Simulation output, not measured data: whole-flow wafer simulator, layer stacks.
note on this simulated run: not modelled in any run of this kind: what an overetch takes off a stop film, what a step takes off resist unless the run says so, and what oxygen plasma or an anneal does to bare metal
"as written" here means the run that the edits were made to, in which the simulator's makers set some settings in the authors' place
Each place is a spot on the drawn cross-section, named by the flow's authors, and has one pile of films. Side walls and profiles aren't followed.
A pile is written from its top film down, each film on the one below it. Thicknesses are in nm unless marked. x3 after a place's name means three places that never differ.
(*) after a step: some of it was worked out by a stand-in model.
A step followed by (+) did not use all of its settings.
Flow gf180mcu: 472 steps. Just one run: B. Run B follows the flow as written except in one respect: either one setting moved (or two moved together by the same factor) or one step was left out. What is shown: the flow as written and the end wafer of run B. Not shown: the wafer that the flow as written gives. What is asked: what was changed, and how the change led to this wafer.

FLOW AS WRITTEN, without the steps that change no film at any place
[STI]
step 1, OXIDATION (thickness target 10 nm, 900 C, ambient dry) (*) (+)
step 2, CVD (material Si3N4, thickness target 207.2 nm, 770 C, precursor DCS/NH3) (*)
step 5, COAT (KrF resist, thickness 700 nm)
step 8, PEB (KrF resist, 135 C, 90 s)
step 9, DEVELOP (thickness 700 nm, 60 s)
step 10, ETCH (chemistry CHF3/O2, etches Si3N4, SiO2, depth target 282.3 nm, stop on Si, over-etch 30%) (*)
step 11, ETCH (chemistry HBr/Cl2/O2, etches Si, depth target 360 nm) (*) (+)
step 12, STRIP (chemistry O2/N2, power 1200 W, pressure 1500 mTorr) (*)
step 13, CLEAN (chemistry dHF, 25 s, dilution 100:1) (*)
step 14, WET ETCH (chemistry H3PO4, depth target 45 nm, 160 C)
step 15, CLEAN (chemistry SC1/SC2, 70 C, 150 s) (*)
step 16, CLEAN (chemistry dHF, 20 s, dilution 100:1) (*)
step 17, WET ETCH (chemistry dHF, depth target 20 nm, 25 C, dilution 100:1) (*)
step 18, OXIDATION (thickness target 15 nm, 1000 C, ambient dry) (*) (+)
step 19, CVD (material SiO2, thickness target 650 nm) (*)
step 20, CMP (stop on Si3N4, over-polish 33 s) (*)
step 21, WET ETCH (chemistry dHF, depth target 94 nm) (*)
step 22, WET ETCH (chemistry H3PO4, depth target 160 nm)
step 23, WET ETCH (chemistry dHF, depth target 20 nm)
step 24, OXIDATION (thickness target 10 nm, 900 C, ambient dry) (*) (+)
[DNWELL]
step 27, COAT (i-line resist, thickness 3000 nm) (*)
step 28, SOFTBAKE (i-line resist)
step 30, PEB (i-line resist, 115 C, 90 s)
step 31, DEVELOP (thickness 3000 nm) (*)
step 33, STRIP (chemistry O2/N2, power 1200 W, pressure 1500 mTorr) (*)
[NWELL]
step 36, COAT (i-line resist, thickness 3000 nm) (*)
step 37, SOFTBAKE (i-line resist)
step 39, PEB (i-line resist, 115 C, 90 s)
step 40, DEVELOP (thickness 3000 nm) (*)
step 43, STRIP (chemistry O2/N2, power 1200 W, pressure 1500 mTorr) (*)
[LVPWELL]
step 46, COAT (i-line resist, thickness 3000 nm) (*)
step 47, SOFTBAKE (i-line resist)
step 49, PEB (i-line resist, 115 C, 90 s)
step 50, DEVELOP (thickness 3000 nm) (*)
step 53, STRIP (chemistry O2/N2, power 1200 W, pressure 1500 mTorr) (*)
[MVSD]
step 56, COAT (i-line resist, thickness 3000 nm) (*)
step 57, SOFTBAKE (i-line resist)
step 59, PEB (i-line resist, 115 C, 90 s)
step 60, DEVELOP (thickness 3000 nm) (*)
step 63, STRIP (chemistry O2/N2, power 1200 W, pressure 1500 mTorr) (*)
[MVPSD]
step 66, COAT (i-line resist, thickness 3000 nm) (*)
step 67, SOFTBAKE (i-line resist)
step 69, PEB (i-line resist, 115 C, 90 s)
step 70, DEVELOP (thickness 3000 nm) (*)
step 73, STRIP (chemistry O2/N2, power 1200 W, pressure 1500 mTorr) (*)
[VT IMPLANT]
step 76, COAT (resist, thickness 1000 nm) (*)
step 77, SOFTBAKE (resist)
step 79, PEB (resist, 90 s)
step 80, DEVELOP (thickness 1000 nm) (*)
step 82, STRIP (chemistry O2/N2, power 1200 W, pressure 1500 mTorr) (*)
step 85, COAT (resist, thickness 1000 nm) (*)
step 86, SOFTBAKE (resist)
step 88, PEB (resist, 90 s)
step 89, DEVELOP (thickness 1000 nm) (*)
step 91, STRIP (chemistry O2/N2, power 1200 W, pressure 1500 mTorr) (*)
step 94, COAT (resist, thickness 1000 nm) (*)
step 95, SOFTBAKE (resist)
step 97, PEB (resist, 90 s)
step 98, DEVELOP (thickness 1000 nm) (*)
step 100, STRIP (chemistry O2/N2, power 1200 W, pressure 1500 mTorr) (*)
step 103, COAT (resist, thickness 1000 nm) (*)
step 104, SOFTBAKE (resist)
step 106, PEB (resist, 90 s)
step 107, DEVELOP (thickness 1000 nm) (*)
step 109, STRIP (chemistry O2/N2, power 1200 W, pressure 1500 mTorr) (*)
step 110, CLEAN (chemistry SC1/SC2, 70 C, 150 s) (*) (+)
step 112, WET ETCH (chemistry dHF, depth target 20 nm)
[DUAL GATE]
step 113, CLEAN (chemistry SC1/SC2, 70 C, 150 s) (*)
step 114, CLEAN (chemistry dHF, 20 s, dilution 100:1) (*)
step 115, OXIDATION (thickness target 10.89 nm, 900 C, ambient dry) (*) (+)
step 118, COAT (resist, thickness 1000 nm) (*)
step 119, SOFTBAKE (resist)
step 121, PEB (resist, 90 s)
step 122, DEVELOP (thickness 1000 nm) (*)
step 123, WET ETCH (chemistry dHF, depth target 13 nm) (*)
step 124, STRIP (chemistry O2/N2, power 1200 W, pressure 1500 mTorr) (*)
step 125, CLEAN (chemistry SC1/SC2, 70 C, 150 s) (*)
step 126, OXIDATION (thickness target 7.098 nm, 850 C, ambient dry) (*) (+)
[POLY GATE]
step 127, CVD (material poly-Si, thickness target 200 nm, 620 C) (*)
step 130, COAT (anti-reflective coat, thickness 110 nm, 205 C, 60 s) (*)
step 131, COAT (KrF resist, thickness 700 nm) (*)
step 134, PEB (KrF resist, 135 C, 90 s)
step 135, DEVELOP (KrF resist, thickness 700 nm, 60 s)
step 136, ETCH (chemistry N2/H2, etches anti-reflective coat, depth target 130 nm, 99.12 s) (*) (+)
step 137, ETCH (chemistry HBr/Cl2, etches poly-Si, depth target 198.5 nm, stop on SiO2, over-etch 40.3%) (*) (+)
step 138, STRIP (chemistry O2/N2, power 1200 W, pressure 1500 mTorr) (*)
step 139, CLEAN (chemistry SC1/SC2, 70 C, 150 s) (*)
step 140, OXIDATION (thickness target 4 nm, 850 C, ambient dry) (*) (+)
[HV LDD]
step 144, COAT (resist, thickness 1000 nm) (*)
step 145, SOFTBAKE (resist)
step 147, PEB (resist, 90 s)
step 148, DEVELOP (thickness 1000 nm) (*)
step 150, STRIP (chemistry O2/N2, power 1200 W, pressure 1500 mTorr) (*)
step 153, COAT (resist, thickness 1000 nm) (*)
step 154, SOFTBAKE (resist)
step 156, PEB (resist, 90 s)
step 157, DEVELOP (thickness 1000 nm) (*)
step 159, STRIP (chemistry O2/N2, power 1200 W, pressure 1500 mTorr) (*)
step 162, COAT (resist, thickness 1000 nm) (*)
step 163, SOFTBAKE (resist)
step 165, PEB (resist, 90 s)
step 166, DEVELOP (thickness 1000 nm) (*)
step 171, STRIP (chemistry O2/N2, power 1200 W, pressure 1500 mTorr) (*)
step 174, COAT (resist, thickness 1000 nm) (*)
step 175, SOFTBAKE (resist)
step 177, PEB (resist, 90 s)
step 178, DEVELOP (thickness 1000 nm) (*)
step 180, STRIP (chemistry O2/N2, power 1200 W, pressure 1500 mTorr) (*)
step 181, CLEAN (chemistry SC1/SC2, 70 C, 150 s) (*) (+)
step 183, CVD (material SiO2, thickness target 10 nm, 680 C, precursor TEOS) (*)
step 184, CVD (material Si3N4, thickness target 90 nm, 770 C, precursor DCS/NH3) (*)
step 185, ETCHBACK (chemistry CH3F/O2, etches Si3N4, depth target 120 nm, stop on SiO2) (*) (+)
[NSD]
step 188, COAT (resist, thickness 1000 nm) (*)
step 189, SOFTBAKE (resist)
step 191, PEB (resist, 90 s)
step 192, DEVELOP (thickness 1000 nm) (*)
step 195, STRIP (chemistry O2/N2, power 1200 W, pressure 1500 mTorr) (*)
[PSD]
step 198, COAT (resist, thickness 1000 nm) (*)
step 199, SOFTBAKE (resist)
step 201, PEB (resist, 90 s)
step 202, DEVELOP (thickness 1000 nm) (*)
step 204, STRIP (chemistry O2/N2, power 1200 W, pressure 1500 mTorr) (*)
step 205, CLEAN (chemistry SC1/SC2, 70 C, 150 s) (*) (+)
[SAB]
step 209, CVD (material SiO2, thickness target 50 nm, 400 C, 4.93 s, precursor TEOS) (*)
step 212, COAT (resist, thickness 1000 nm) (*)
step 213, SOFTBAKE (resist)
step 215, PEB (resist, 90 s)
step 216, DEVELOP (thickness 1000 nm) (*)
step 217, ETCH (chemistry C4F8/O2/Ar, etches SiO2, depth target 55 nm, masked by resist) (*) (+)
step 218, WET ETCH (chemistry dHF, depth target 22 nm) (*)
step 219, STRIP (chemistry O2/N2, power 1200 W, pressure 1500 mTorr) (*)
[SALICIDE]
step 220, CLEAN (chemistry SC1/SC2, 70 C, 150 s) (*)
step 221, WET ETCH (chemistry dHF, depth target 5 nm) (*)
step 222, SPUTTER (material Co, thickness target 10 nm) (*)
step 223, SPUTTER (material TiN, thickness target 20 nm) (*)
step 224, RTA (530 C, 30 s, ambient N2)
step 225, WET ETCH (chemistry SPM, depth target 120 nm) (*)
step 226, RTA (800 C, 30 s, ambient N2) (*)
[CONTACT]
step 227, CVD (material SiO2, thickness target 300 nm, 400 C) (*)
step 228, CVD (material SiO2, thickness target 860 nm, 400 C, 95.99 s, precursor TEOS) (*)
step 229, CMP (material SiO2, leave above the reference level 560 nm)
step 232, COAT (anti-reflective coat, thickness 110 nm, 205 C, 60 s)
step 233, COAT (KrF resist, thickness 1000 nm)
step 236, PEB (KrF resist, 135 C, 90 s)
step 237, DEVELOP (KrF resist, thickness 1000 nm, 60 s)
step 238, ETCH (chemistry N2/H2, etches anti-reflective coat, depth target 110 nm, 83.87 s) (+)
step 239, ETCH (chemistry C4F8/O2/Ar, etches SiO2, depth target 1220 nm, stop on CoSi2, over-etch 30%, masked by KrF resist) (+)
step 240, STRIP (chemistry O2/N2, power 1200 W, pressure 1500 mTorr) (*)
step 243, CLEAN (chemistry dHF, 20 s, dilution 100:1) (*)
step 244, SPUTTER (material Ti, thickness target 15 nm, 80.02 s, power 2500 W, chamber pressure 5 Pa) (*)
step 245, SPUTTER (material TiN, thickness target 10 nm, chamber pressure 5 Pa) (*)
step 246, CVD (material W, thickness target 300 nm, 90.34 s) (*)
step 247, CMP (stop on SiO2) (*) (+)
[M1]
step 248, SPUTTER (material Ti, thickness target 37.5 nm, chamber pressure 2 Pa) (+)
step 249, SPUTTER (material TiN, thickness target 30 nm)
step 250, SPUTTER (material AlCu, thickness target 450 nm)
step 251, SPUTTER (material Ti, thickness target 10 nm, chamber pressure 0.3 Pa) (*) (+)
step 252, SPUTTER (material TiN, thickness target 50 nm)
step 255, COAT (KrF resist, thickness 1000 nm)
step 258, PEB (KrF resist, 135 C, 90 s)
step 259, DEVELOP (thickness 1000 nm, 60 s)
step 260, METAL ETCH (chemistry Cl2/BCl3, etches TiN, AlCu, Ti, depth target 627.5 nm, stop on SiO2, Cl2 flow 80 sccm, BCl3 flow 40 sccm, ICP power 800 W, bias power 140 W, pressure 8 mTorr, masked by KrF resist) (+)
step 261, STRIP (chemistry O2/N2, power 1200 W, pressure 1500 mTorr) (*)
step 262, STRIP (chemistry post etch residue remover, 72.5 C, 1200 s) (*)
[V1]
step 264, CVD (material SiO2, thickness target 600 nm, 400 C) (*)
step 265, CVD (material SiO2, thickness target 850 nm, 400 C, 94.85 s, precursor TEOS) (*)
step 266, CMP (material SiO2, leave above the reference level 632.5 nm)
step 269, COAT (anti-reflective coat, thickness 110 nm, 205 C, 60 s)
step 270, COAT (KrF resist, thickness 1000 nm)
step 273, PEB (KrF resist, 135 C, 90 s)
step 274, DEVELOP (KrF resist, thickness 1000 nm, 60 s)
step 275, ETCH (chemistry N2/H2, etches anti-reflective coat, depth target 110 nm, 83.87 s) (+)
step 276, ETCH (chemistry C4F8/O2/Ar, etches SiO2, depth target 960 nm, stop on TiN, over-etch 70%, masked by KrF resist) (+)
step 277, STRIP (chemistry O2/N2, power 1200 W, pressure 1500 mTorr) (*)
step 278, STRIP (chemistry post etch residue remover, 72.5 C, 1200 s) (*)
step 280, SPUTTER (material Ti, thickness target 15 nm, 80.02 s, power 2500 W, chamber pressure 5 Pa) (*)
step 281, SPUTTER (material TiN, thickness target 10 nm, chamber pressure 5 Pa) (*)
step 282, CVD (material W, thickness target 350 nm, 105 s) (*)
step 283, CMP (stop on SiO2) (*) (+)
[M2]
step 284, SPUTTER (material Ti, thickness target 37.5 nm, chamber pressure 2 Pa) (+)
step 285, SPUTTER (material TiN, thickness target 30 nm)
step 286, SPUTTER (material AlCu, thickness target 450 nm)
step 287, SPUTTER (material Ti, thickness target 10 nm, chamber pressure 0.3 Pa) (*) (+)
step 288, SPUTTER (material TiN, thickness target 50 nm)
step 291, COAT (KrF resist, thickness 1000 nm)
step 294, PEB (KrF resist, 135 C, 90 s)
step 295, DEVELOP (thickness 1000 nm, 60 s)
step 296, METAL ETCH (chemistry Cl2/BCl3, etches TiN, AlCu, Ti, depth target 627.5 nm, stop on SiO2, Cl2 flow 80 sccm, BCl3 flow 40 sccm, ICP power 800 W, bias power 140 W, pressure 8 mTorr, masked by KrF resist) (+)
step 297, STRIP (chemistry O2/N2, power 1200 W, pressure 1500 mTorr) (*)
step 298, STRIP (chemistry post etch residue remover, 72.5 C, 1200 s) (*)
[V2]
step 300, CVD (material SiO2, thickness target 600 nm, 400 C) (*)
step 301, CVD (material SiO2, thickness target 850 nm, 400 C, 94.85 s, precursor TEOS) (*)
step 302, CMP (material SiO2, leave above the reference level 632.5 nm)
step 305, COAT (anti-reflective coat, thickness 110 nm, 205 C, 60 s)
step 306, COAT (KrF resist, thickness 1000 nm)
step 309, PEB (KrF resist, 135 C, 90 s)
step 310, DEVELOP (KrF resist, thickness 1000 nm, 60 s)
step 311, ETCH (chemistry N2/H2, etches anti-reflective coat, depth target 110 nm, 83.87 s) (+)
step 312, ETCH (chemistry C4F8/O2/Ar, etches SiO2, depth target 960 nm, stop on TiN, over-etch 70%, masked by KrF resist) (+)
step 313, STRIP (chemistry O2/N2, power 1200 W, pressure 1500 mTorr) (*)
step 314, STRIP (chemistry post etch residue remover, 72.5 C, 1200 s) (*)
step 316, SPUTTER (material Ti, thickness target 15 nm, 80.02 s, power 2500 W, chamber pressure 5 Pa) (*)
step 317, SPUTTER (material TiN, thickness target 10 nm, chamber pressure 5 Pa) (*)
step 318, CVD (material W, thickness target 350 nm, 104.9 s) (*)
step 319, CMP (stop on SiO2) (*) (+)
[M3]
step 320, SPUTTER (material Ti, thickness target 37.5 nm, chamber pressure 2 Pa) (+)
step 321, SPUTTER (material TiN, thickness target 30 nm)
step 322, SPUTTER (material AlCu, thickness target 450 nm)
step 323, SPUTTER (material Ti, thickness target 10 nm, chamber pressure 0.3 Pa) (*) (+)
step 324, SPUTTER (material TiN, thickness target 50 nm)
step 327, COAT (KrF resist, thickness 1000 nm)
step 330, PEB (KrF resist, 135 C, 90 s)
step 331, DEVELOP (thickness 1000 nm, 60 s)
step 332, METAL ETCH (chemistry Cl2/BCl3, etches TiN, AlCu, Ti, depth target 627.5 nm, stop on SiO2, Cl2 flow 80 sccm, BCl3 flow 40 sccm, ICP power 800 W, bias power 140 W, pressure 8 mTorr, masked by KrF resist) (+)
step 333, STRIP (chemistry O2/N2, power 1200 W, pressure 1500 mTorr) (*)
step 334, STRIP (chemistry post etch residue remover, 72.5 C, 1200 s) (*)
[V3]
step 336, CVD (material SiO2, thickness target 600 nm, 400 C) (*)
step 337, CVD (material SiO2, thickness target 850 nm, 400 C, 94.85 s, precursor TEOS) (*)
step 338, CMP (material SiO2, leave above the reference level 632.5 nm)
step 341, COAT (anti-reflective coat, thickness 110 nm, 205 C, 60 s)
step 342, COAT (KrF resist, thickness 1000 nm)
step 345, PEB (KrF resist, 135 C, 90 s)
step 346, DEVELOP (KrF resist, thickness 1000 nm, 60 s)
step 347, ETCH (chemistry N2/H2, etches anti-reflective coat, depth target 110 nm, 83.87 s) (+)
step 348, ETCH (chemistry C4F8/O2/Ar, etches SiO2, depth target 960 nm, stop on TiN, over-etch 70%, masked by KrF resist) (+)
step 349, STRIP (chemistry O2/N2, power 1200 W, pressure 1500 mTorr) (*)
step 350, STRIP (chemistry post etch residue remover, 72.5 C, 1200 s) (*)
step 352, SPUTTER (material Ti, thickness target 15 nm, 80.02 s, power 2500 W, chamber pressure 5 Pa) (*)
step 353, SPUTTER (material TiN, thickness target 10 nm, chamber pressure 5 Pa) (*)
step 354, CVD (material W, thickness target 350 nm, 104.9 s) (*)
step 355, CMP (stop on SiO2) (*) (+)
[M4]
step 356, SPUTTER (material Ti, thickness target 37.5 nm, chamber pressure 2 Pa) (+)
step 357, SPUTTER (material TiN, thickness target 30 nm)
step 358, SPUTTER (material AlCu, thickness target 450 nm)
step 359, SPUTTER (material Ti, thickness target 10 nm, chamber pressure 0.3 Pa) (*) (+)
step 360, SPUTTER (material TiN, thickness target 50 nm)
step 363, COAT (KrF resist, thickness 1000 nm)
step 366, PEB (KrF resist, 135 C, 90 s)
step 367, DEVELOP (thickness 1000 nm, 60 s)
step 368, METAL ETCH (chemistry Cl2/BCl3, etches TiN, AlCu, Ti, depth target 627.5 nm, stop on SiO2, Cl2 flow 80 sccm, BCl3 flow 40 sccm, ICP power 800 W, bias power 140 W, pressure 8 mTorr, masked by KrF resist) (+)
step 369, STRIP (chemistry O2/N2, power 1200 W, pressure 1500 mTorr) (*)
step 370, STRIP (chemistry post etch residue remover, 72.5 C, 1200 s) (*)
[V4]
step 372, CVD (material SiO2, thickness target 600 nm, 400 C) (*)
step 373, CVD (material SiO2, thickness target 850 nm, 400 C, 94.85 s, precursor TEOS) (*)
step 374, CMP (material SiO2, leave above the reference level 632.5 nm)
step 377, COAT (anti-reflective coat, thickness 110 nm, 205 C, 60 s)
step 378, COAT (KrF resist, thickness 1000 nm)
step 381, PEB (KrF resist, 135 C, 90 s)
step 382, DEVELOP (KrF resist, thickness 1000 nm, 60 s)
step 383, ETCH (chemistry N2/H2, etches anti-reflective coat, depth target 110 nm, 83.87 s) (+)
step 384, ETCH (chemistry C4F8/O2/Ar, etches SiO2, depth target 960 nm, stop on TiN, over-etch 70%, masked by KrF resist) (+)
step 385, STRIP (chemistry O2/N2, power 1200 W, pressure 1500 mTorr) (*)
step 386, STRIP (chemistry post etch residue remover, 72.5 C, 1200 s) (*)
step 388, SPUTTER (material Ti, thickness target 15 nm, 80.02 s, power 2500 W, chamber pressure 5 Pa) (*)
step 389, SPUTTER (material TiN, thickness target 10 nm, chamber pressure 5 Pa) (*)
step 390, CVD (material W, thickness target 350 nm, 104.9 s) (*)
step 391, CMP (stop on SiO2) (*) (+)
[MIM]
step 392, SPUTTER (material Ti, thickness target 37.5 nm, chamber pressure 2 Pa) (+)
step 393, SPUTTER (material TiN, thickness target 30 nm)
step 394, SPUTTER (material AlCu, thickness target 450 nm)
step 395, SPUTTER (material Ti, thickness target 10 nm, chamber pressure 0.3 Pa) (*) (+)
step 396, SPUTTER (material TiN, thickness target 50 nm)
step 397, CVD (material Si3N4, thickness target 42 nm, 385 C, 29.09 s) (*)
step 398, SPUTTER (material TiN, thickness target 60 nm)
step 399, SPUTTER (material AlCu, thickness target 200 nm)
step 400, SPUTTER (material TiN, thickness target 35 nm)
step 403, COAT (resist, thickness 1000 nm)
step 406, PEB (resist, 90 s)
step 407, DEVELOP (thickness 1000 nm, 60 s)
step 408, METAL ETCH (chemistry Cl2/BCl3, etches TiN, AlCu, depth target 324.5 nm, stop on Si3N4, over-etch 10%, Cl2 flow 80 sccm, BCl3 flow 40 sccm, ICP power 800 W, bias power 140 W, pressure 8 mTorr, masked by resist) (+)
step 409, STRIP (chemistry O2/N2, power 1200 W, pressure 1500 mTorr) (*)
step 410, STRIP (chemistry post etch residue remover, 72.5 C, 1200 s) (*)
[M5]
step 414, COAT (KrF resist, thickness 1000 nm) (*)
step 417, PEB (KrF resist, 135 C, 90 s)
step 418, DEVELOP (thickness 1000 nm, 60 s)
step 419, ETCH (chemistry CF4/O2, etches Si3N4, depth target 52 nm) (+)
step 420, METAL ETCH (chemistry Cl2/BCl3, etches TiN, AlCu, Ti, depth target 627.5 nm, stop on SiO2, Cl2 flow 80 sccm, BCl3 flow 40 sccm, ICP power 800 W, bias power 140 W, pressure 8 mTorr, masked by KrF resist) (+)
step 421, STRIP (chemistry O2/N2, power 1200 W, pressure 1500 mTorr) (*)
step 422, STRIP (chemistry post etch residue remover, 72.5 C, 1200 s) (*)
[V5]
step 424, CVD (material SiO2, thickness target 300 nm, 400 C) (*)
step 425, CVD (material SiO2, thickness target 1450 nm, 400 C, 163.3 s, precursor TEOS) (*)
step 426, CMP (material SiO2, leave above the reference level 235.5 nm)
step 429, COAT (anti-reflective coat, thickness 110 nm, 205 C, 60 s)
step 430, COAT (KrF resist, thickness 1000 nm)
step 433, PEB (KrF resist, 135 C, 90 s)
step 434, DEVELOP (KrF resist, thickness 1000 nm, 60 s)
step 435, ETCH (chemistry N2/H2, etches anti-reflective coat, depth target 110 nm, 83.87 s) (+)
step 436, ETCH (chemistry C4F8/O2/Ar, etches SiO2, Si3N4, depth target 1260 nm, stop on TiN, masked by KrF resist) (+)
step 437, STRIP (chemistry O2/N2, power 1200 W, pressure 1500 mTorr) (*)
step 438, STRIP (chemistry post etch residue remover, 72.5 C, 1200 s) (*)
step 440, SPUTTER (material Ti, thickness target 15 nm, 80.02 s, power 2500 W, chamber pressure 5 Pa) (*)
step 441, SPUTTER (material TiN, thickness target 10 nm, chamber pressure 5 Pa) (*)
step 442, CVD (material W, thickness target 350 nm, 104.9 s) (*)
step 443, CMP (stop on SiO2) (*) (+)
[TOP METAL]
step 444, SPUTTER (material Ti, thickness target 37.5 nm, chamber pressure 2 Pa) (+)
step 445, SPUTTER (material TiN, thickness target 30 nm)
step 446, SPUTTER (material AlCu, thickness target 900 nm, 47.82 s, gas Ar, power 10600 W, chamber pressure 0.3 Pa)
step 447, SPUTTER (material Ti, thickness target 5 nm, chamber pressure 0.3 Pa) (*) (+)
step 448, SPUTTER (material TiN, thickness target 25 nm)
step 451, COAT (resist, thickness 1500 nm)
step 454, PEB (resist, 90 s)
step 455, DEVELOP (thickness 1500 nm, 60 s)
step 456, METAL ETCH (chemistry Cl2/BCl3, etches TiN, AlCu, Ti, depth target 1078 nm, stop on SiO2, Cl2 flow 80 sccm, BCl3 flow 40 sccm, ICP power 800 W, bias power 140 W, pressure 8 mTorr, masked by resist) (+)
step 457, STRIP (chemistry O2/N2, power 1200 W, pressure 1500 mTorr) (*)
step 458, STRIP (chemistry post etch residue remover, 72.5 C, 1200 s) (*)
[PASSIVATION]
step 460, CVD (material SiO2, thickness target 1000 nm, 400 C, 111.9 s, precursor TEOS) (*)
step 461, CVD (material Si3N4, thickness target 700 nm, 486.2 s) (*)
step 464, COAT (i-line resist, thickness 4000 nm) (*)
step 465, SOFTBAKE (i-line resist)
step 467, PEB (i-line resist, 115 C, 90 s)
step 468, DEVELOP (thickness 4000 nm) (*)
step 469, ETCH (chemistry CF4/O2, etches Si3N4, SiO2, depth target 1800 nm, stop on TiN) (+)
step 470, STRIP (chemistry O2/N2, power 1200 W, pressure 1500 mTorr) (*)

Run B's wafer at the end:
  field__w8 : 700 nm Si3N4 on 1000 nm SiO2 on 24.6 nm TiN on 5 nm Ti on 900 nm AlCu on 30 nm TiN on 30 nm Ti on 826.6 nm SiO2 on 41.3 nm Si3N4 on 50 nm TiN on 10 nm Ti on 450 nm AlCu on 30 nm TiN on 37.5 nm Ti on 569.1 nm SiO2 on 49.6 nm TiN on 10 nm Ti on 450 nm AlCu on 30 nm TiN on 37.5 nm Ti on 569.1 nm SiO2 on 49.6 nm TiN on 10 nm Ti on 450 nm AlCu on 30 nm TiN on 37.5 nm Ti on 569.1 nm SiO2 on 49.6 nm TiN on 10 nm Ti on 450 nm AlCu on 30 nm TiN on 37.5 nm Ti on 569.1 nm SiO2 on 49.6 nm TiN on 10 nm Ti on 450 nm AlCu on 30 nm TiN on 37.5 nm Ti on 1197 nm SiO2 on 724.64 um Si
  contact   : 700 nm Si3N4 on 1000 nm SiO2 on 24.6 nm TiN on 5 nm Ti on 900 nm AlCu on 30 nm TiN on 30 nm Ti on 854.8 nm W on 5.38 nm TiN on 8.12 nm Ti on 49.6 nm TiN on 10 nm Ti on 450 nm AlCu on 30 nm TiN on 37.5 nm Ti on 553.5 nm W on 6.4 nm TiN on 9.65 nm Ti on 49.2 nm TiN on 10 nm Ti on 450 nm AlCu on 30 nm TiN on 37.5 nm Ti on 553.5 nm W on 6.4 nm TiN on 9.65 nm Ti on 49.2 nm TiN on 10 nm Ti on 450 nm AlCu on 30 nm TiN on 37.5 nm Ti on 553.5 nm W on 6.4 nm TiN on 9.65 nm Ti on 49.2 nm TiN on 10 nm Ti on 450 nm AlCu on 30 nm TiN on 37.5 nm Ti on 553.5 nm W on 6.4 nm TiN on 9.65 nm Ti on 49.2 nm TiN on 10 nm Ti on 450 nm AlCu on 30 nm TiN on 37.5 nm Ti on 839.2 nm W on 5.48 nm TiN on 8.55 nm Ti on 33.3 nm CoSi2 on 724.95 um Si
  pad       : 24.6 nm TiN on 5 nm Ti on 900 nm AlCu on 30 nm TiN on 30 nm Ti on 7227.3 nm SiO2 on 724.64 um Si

The reason: step 444, SPUTTER: thickness target 30 nm was run, while the flow as written has thickness target 37.5 nm.
The wafer lets one read it off: field__w8 has Ti 30, and step 444 as written asks for 37.5 nm.

Step by step, how the change led to this:
  step 444, SPUTTER (material Ti, thickness target 37.5 nm, chamber pressure 2 Pa) (+)
      field, field__w1, field__w2 and 109 more: Ti gains 30 (new film) (as written it would have been: Ti gains 37.5 (new film))
  step 456, METAL ETCH (chemistry Cl2/BCl3, etches TiN, AlCu, Ti, depth target 1078 nm, stop on SiO2, Cl2 flow 80 sccm, BCl3 flow 40 sccm, ICP power 800 W, bias power 140 W, pressure 8 mTorr, masked by resist) (+)
      field, field__w1, field__w2 and 103 more: TiN loses 25 (all of it), Ti loses 5 (all of it), AlCu loses 900 (all of it), TiN loses 30 (all of it), Ti loses 30 (all of it) (as written it would have been: TiN loses 25 (all of it), Ti loses 5 (all of it), AlCu loses 900 (all of it), TiN loses 30 (all of it), Ti loses 37.5 (all of it))
